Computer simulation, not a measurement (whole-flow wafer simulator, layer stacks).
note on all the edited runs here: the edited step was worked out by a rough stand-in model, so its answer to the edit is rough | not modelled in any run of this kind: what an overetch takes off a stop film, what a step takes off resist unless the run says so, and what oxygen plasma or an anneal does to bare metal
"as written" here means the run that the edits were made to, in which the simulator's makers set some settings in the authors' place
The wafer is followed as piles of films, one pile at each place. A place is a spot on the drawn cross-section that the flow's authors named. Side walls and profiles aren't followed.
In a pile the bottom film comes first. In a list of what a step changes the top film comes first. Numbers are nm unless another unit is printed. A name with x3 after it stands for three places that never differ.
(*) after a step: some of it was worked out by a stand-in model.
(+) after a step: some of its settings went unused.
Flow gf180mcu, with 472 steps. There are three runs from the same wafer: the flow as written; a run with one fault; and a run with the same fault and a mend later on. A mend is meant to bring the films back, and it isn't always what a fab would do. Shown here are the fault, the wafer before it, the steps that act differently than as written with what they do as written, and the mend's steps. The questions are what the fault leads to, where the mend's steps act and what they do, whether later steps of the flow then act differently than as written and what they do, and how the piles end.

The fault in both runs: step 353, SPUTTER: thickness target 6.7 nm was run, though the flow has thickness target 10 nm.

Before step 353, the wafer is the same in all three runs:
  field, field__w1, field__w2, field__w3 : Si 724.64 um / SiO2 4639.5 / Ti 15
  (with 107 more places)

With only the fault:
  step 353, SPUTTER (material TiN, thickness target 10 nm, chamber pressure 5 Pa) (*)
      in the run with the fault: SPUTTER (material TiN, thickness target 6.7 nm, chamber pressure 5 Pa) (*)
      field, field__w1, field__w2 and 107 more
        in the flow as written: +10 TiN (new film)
        in the run with the fault: +6.7 TiN (new film)
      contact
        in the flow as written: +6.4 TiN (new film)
        in the run with the fault: +4.29 TiN (new film)
  Steps further on in the flow that do not act as written (1 other step is not shown; it differs only slightly, by no more than 2% or 0.5 nm, whichever is larger):
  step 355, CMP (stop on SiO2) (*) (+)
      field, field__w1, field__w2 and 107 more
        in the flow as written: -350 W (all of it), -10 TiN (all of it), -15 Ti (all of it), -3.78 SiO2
        in the run with the fault: -350 W (all of it), -6.7 TiN (all of it), -15 Ti (all of it), -3.75 SiO2
  The piles end different from the flow's at contact by more than 2% or 0.5 nm, whichever is larger.
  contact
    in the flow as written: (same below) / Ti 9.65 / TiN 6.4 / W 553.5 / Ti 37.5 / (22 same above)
    in the run with the fault: (same below) / Ti 9.65 / TiN 4.29 / W 555.6 / Ti 37.5 / (22 same above)

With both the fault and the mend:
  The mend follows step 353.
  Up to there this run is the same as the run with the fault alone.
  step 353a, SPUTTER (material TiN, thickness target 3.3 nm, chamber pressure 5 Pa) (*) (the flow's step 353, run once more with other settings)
      field, field__w1, field__w2 and 107 more
        +3.3 TiN
      contact
        +2.11 TiN
  None of the later steps of the flow acts differently than as written at any place that is followed.
  By the end, the piles equal the flow's at every place that both follow.
